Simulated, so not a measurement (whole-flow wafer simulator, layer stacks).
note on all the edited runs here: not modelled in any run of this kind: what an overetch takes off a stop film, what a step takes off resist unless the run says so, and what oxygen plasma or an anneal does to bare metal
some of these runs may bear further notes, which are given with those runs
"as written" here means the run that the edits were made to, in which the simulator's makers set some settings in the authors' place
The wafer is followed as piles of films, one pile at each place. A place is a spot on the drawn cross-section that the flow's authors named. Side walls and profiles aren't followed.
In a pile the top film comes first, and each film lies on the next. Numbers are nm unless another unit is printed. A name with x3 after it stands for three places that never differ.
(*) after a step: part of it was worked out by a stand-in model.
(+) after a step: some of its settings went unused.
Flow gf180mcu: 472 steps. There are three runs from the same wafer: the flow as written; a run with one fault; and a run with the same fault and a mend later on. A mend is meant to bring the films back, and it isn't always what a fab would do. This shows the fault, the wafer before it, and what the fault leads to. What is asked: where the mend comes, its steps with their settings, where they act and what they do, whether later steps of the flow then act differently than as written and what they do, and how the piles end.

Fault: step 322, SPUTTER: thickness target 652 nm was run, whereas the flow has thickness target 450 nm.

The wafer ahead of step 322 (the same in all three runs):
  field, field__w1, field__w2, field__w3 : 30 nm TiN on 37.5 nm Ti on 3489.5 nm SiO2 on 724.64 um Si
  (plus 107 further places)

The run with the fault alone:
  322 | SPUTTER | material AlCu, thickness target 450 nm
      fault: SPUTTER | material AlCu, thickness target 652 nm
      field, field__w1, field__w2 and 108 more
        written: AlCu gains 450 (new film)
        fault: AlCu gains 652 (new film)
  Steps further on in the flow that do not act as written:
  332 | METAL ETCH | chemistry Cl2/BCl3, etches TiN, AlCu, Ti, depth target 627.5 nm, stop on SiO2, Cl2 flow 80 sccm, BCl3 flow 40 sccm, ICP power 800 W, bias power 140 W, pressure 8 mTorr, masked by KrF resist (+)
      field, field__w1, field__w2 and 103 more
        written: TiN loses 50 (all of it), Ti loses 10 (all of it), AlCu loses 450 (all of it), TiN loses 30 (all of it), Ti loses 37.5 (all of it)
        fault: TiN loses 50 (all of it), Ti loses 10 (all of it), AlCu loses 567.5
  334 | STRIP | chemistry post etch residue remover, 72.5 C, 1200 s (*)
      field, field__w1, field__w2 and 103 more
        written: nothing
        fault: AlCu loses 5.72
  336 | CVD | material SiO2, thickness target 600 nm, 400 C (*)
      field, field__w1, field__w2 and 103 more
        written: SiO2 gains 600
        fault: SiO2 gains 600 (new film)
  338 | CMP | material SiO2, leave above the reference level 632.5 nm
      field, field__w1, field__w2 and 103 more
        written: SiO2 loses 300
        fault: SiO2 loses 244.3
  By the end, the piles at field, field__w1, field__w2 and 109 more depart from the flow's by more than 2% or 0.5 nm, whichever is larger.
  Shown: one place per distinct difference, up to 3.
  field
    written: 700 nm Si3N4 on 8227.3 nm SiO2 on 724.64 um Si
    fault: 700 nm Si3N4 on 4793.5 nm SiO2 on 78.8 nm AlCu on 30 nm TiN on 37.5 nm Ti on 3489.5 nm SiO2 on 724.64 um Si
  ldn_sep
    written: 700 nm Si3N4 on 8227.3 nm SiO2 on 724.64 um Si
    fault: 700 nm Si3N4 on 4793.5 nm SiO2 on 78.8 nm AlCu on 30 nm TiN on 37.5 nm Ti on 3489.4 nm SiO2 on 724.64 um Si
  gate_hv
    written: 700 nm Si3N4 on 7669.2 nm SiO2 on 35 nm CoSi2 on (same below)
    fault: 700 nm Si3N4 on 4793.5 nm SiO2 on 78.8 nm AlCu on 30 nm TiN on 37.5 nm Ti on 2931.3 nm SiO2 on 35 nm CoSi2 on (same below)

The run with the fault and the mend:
  The mend follows step 322.
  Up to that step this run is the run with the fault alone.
  322a | METAL ETCH | chemistry Cl2/BCl3, etches TiN, AlCu, Ti, depth target 202 nm, Cl2 flow 80 sccm, BCl3 flow 40 sccm, ICP power 800 W, bias power 140 W, pressure 8 mTorr (a further turn of the flow's step 260, with different settings)
      field, field__w1, field__w2 and 108 more
        AlCu loses 202
  None of the later steps of the flow acts differently than as written at any place that is followed.
  The piles end the same as the flow's at every place that both follow.
